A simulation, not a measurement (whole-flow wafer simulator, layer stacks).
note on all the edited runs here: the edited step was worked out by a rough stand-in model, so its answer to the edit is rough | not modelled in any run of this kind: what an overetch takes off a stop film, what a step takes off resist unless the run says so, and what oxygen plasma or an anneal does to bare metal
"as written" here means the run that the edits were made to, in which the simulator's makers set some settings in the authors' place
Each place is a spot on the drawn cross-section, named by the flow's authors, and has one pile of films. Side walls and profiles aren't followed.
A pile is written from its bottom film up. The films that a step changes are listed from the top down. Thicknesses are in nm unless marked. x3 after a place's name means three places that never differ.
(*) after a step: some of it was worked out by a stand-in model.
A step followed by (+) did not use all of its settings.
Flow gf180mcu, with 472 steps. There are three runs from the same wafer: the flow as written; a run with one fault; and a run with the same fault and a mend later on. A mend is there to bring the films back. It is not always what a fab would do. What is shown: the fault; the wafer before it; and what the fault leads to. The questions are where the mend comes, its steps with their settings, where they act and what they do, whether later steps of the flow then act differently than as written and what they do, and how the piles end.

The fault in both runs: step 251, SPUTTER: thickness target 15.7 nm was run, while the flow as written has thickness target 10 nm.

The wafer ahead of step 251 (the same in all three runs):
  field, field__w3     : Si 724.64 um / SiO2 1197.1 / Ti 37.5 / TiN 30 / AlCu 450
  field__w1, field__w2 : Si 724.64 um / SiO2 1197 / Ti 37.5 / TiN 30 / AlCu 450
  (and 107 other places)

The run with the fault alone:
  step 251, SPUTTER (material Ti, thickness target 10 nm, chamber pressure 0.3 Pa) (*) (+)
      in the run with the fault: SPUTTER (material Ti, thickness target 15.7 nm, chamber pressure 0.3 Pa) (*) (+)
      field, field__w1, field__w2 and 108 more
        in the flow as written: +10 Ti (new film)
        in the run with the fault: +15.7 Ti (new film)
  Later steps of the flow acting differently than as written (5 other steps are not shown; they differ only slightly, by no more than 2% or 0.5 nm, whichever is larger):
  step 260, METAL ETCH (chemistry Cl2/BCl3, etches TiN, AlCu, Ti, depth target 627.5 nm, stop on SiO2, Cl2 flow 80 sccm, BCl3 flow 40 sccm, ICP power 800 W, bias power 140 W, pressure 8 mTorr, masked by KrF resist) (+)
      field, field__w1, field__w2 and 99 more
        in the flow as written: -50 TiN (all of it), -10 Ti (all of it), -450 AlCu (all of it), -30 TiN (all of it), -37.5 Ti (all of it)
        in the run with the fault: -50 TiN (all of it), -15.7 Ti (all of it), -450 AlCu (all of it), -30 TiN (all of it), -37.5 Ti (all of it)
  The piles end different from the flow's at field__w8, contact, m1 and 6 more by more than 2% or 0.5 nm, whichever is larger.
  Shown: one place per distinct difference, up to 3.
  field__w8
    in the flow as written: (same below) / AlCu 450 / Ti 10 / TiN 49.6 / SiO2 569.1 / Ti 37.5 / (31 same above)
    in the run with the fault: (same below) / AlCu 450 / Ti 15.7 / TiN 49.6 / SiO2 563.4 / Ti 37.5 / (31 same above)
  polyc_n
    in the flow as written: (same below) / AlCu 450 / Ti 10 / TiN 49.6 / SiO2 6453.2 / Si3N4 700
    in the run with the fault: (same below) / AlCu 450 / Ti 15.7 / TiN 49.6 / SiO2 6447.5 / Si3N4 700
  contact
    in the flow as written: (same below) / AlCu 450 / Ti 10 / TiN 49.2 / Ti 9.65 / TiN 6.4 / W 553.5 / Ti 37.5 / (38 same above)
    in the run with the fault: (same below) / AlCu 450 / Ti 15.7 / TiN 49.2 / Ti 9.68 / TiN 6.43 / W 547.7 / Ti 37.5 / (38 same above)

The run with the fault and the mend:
  After step 251 comes the mend.
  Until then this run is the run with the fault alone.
  step 251a, METAL ETCH (chemistry Cl2/BCl3, etches TiN, AlCu, Ti, depth target 5.7 nm, Cl2 flow 80 sccm, BCl3 flow 40 sccm, ICP power 800 W, bias power 140 W, pressure 8 mTorr)
      field, field__w1, field__w2 and 108 more
        -5.7 Ti
  None of the later steps of the flow acts differently than as written at any place that is followed.
  The piles end the same as the flow's at every place that both follow.
